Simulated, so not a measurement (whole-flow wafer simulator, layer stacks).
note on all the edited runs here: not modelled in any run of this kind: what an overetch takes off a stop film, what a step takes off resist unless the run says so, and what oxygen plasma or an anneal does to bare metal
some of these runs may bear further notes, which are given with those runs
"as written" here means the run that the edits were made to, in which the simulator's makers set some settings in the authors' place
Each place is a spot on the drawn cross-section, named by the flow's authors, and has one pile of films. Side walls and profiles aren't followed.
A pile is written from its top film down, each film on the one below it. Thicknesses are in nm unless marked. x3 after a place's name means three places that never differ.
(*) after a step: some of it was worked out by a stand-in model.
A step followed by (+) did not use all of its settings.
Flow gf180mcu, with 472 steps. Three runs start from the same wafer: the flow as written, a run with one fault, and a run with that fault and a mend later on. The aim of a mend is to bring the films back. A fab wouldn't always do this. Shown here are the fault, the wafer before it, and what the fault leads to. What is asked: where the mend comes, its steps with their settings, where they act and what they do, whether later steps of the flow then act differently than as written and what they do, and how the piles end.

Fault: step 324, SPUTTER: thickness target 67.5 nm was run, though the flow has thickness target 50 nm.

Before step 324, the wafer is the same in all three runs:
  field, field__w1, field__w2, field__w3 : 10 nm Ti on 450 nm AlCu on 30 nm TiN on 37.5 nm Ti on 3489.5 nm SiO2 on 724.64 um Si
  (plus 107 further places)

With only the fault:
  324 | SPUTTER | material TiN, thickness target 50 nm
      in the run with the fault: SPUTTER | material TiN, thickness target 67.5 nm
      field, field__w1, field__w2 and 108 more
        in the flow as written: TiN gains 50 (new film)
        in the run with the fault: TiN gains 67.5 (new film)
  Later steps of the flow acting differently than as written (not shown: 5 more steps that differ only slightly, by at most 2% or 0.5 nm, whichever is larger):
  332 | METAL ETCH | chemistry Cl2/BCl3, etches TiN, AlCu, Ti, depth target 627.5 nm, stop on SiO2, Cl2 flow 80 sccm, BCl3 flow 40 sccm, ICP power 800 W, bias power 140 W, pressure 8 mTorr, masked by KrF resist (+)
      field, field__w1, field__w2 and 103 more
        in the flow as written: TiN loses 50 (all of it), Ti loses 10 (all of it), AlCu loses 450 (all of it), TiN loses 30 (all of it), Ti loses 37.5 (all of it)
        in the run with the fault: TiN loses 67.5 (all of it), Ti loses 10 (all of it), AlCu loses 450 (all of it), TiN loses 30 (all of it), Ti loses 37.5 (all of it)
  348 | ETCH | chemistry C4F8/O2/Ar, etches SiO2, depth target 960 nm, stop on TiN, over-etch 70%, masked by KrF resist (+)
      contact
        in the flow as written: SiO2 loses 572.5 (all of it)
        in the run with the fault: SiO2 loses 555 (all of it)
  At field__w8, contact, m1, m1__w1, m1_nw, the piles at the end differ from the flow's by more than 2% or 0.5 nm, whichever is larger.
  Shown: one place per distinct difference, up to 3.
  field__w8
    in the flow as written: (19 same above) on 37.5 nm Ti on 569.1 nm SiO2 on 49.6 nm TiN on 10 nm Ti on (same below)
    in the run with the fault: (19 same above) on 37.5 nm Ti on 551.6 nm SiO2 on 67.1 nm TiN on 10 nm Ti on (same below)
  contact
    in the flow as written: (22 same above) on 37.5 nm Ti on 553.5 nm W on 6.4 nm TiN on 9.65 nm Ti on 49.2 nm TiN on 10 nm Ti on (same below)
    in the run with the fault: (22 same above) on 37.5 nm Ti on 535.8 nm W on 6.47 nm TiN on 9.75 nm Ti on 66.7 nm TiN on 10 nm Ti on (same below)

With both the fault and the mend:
  The mend follows step 331.
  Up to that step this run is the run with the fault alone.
  331a | STRIP | chemistry O2/N2, power 2160 W, pressure 1700 mTorr (*)
      field__w8, contact, m1, m1__w1, m1_nw
        KrF resist loses 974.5 (all of it)
  331b | METAL ETCH | chemistry Cl2/BCl3, etches TiN, AlCu, Ti, depth target 17.5 nm, Cl2 flow 80 sccm, BCl3 flow 40 sccm, ICP power 800 W, bias power 140 W, pressure 8 mTorr (a further turn of the flow's step 260, with different settings)
      field, field__w1, field__w2 and 108 more
        TiN loses 17.5
  331c | HMDS | 120 C, 60 s (a further turn of the flow's step 326)
      does not change any film at any place that is followed
  331d | COAT | KrF resist, thickness 1000 nm (a further turn of the flow's step 327)
      field, field__w1, field__w2 and 108 more
        KrF resist gains 1000 (new film)
  331e | SOFTBAKE | KrF resist (a further turn of the flow's step 328)
      does not change any film at any place that is followed
  331f | EXPOSE | photomask Metal3 (a further turn of the flow's step 329)
      does not change any film at any place that is followed
  331g | PEB | KrF resist, 135 C, 90 s (a further turn of the flow's step 330)
      field, field__w1, field__w2 and 108 more
        KrF resist loses 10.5
  331h | DEVELOP | thickness 1000 nm, 60 s (a further turn of the flow's step 331)
      field, field__w1, field__w2 and 103 more
        KrF resist loses 989.5 (all of it)
      field__w8, contact, m1, m1__w1, m1_nw
        KrF resist loses 14.9
  None of the later steps of the flow acts differently than as written at any place that is followed.
  By the end, the piles equal the flow's at every place that both follow.
